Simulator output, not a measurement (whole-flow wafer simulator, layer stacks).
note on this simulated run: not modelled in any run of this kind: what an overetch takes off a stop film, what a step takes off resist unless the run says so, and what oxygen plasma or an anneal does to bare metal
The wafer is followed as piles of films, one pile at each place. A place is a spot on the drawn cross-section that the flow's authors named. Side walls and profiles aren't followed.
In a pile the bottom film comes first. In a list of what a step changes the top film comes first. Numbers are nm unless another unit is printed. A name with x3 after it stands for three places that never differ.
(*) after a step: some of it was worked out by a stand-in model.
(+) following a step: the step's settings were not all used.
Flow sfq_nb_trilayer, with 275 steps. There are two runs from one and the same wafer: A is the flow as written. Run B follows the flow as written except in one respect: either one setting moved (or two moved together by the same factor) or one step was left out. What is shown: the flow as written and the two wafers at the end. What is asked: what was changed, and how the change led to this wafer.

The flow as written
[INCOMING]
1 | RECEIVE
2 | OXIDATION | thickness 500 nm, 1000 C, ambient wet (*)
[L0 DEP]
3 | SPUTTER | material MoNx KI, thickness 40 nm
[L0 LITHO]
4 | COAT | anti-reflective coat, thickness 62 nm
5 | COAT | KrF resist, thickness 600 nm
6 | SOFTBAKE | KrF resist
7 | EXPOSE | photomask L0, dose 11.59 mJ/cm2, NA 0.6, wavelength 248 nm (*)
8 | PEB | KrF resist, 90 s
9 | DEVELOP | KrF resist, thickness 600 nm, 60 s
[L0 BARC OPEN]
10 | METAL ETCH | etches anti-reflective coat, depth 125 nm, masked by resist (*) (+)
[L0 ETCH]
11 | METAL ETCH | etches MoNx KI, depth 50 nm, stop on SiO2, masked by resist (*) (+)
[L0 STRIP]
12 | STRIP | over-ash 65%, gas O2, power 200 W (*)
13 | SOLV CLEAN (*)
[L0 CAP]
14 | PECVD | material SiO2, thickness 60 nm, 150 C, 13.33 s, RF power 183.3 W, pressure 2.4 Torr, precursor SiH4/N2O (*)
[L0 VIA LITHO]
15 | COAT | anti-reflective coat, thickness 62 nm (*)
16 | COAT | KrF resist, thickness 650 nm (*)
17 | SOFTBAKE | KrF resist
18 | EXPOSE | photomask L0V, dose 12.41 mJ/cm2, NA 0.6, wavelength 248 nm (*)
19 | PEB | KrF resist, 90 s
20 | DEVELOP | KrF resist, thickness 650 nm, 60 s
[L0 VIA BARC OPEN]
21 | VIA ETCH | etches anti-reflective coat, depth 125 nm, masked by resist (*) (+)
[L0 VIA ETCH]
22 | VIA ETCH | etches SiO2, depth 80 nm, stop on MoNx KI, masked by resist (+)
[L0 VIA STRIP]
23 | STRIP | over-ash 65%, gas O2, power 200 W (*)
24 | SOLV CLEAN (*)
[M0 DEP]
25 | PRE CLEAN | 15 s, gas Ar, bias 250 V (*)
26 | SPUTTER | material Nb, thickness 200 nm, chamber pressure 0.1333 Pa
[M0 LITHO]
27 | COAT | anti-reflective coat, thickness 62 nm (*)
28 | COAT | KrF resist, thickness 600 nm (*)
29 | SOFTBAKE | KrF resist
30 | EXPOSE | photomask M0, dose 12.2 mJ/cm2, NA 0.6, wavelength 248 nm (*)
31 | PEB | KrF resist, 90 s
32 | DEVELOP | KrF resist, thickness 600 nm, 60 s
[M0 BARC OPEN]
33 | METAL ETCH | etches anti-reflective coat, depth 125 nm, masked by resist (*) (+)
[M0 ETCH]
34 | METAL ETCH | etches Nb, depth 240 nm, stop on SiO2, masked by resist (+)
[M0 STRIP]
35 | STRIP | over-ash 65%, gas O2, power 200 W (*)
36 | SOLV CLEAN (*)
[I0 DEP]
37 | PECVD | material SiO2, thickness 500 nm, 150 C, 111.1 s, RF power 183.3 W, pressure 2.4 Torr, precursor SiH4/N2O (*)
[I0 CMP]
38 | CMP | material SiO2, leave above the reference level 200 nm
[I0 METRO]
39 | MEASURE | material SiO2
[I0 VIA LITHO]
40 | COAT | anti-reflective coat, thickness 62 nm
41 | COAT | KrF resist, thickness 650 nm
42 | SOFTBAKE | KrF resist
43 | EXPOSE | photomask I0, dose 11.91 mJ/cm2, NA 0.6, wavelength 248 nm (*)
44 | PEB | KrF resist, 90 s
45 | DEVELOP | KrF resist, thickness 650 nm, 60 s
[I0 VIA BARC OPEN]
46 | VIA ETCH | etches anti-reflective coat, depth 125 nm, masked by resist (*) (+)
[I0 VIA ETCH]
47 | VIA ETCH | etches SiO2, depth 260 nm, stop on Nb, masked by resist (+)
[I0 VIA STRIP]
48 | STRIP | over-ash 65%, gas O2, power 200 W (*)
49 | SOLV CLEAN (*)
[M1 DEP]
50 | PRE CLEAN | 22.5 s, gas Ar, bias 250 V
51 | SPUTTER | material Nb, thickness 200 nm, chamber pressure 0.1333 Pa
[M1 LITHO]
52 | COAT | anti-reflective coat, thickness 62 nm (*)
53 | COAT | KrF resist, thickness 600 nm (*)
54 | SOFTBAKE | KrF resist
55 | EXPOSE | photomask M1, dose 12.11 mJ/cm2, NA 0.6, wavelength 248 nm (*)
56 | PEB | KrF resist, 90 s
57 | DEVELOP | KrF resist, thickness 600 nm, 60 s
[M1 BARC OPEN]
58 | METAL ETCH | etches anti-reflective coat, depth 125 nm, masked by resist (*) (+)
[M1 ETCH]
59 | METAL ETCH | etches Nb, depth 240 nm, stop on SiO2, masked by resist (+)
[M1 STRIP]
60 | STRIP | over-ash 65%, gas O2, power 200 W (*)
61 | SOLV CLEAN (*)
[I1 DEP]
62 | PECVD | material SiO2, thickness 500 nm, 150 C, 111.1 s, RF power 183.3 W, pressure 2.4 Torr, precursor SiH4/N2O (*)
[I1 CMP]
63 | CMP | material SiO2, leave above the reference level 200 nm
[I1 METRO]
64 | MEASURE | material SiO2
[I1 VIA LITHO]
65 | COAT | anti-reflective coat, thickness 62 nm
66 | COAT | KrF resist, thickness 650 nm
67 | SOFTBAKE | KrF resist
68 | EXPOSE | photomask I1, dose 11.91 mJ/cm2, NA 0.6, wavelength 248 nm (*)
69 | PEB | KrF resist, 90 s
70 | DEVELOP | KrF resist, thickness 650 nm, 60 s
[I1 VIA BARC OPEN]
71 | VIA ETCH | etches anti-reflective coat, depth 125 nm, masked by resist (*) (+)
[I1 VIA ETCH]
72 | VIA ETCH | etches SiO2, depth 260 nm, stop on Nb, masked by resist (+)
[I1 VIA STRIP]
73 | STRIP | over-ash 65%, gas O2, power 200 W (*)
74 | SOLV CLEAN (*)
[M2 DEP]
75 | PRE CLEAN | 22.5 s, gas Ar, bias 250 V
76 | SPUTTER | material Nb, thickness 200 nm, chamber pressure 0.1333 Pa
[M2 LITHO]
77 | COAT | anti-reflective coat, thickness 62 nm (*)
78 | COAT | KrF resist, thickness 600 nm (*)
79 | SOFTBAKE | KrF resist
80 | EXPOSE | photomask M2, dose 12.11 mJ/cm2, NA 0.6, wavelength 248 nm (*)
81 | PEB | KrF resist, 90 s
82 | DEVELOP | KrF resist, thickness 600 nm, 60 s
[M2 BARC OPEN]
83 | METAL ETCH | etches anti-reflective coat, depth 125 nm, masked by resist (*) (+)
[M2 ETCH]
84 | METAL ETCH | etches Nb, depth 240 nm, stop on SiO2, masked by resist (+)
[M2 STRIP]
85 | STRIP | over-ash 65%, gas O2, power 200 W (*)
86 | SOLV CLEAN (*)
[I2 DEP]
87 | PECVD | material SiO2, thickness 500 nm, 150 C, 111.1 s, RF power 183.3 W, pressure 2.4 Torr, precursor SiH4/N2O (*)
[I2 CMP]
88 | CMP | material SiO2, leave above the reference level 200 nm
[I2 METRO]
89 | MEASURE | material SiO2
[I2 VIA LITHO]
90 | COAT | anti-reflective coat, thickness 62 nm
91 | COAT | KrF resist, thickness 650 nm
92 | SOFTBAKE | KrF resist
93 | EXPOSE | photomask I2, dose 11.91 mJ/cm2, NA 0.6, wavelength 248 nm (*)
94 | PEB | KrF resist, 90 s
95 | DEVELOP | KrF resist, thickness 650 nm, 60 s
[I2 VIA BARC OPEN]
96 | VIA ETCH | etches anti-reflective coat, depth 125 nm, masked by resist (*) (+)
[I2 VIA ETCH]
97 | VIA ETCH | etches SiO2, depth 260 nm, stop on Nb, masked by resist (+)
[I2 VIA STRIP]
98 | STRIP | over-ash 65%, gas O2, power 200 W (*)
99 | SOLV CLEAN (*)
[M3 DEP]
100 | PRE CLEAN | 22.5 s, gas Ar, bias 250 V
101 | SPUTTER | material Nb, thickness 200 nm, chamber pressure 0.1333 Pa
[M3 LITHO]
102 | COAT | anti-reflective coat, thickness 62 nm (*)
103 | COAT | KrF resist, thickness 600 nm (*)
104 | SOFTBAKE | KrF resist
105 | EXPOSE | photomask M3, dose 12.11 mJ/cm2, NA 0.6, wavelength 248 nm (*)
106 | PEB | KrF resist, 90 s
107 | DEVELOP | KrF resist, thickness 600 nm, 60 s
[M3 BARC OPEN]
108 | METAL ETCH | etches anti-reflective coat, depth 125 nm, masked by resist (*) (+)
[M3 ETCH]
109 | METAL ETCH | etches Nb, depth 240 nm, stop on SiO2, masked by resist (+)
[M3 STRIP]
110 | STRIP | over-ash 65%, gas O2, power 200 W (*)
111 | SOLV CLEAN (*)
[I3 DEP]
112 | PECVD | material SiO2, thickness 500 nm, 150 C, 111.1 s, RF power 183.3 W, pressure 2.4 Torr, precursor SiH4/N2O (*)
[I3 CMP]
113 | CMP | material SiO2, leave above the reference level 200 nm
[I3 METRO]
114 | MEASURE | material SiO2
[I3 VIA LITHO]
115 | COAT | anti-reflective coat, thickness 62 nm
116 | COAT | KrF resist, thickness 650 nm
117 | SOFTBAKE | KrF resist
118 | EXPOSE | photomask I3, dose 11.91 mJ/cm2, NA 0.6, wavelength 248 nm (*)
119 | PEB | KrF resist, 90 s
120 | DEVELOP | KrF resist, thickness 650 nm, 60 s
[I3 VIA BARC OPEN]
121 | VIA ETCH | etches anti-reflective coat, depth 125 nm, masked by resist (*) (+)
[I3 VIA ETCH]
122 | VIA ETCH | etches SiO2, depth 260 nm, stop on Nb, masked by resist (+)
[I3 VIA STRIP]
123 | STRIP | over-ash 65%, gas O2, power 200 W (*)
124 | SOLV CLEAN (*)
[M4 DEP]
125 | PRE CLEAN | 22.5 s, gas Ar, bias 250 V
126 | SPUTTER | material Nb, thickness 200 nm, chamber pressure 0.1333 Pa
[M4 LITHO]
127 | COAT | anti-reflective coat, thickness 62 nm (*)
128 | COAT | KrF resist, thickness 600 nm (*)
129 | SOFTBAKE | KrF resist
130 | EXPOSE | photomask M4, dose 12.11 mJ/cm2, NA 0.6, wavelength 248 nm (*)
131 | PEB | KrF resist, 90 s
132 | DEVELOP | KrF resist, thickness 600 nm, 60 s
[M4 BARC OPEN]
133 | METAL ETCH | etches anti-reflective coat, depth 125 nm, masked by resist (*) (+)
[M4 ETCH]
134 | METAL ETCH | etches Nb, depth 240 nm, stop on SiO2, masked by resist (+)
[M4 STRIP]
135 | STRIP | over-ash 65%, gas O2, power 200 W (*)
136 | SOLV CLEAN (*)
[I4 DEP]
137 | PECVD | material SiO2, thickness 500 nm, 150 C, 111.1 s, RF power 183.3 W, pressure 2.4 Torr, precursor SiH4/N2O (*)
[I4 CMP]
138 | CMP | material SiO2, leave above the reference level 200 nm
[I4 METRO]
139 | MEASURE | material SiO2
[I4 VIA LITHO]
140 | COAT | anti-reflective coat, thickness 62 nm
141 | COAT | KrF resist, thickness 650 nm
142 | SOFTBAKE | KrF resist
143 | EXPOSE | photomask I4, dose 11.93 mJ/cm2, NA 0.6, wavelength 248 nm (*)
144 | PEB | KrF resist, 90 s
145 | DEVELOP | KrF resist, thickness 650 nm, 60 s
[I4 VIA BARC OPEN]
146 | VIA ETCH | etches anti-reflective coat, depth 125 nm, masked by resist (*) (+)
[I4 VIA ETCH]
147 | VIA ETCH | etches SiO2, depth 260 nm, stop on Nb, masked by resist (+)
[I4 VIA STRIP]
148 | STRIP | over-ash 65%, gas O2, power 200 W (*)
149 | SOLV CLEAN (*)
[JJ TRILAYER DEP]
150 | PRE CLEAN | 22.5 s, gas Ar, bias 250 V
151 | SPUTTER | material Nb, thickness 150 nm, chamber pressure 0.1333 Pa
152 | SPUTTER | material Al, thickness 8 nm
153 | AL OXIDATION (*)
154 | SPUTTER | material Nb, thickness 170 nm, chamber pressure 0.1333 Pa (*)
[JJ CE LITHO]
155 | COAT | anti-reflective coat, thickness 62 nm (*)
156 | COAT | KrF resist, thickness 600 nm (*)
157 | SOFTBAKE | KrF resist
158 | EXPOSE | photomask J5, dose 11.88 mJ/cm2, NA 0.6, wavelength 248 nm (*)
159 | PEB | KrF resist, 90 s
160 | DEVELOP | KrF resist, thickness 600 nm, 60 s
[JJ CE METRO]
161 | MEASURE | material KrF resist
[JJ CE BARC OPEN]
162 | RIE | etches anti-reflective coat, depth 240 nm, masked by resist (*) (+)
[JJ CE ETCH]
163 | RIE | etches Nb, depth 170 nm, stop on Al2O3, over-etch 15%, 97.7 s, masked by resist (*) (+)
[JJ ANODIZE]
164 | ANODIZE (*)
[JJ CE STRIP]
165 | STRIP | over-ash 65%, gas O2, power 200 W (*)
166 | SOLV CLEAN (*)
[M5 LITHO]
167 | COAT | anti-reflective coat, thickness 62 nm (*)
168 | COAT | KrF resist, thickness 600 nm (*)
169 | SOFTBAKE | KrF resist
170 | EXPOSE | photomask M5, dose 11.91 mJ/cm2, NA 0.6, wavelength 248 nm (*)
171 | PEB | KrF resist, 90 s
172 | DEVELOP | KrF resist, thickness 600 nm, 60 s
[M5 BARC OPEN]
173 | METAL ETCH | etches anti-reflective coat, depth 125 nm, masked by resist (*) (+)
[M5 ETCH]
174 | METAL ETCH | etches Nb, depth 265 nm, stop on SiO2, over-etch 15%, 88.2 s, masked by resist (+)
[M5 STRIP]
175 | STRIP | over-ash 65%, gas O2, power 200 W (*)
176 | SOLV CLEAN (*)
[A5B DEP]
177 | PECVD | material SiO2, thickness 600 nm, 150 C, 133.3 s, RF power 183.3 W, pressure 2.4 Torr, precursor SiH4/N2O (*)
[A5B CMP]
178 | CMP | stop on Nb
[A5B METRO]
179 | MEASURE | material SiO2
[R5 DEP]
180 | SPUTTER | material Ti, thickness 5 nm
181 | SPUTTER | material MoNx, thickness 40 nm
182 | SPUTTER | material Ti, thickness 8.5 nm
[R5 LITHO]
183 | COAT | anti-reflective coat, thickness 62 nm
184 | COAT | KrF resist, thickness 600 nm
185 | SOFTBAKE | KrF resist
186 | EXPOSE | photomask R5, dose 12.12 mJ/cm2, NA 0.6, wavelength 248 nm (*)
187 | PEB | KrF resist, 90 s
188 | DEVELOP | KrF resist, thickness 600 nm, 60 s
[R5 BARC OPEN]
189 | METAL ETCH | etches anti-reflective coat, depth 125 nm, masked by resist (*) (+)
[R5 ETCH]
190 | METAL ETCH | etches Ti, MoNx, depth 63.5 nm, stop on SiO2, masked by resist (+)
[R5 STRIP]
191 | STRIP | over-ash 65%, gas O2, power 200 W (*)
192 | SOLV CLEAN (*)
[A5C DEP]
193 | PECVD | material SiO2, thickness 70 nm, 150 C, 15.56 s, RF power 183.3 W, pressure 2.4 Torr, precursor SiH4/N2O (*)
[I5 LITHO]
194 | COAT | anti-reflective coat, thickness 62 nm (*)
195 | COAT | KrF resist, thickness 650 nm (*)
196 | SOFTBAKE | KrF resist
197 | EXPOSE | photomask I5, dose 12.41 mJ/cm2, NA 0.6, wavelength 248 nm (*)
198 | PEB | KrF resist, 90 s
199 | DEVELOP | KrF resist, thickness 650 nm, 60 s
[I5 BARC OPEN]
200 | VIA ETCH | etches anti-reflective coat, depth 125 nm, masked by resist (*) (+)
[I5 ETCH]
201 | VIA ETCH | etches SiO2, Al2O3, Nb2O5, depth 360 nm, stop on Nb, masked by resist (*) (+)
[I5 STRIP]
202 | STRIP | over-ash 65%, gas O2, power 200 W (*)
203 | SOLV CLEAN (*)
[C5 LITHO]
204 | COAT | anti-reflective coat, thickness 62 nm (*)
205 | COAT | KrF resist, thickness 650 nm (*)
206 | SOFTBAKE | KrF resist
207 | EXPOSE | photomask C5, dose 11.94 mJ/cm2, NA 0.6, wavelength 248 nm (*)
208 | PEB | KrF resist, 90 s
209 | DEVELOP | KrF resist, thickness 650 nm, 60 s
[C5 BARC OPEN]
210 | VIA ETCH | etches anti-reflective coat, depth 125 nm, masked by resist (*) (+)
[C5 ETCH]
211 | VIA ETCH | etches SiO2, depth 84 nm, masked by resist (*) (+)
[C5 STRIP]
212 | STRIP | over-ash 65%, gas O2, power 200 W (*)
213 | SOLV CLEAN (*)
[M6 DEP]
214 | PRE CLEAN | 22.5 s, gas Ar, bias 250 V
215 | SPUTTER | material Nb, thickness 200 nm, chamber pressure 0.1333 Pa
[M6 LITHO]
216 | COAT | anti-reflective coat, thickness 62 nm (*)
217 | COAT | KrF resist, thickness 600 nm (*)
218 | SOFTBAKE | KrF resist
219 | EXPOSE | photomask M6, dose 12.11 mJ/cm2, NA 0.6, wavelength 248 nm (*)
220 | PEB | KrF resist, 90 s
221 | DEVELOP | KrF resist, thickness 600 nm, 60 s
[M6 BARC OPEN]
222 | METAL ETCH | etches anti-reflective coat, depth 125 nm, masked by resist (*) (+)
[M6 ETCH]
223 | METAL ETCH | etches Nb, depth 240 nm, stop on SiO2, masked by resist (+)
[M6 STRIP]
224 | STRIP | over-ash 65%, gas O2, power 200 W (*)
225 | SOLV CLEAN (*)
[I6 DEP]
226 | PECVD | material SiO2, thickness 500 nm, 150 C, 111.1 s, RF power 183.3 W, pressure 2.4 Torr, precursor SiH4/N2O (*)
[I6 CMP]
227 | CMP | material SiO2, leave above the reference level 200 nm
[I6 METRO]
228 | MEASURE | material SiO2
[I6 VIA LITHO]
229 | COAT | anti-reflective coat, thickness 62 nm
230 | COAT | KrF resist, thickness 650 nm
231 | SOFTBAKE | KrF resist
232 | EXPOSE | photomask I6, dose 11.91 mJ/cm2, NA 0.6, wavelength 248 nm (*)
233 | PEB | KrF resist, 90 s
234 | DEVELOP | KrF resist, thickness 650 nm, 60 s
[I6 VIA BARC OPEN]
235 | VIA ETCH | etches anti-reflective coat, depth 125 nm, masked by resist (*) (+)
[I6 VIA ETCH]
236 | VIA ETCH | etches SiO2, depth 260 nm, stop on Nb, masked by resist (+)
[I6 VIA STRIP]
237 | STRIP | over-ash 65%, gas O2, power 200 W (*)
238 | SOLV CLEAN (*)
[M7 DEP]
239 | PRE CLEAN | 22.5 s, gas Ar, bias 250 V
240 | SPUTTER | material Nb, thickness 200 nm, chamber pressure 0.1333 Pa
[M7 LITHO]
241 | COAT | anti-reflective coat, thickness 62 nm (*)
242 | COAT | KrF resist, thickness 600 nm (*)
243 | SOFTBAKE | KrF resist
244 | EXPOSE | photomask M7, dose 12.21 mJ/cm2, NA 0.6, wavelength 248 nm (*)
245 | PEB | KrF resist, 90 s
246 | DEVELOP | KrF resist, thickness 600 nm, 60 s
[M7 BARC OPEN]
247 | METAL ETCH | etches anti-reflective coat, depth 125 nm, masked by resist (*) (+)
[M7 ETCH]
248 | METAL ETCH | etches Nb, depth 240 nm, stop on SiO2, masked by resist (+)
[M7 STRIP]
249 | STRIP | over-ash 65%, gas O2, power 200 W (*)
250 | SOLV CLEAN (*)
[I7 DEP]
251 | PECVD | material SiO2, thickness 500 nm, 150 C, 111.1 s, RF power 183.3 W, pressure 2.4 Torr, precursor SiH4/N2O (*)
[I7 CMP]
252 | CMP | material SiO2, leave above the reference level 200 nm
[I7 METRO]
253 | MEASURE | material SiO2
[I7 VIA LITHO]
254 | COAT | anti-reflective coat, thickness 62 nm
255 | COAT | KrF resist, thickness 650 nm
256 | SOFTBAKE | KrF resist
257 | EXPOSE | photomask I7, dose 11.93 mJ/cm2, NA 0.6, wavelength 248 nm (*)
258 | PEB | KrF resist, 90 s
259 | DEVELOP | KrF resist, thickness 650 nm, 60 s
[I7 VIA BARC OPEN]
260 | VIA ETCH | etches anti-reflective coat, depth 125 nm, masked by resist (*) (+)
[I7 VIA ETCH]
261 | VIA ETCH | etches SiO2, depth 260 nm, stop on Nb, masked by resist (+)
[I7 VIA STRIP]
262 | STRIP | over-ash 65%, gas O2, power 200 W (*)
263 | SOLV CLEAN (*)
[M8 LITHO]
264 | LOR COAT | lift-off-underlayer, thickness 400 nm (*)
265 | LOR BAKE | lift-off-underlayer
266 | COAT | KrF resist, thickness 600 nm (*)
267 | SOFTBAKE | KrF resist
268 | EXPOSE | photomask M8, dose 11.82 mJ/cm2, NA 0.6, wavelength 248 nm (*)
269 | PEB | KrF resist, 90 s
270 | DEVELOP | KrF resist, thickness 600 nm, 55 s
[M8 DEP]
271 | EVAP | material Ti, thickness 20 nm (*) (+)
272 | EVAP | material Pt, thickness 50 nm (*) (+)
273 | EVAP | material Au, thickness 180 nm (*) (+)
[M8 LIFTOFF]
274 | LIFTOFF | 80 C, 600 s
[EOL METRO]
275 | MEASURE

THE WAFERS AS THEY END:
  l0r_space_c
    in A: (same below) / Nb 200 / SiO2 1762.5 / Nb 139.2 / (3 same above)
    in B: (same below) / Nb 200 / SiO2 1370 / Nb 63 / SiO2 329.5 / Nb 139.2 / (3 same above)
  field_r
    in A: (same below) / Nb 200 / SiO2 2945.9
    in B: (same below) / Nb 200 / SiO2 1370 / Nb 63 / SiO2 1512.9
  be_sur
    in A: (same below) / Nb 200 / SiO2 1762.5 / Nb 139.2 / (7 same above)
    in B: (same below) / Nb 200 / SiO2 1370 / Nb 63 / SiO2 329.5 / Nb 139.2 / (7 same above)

Cause: step 134, METAL ETCH: depth 137 nm was run, while the flow as written has depth 240 nm.

The path from the change to this, step by step:
  134 | METAL ETCH | etches Nb, depth 240 nm, stop on SiO2, masked by resist (+)
      field_l, be, be_sur and 64 more: A -200 Nb (all of it) | B -137 Nb
      v_sur, via_wl, via_w and 36 more: A -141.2 KrF resist | B -80.6 KrF resist
  135 | STRIP | over-ash 65%, gas O2, power 200 W (*)
      p4_fl, p4_fm, p4_w1 and 26 more: A -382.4 KrF resist (all of it), -62 anti-reflective coat (all of it) | B -443 KrF resist (all of it), -62 anti-reflective coat (all of it)
      ln_m5, lsp_m, ln_m6: A -381.9 KrF resist (all of it), -61.8 anti-reflective coat (all of it) | B -442.5 KrF resist (all of it), -61.8 anti-reflective coat (all of it)
      (also at 7 further places)
  137 | PECVD | material SiO2, thickness 500 nm, 150 C, 111.1 s, RF power 183.3 W, pressure 2.4 Torr, precursor SiH4/N2O (*)
      field_l, be, be_sur and 55 more: A +500 SiO2 | B +500 SiO2 (new film)
      p3_s0, p3_s1, p3_s2, p3_s3, p3_s4, p3_s5: A +557.1 SiO2 | B +500 SiO2 (new film)
      (also at 3 further places)
  138 | CMP | material SiO2, leave above the reference level 200 nm
      field_l, be, be_sur and 55 more: A -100 SiO2 | B -163 SiO2
      p3_s0, p3_s1, p3_s2, p3_s3, p3_s4, p3_s5: A -157.1 SiO2 | B -163 SiO2
      (also at 3 further places)
Taking metal films that touch as one body, l0r_space_c has 3 bodies (between them, from the top down: SiO2 329.5; SiO2 1370); the flow as written gives 2 bodies (between them, from the top down: SiO2 1762.5).
Taking metal films that touch as one body, field_r has 2 bodies (between them, from the top down: SiO2 1370); the flow as written gives 1 body.
Taking metal films that touch as one body, be_sur has 5 bodies (between them, from the top down: SiO2 192.5; SiO2 209 / Al2O3 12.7 / Nb2O5 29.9; SiO2 329.5; SiO2 1370); the flow as written gives 4 bodies (between them, from the top down: SiO2 192.5; SiO2 209 / Al2O3 12.7 / Nb2O5 29.9; SiO2 1762.5).
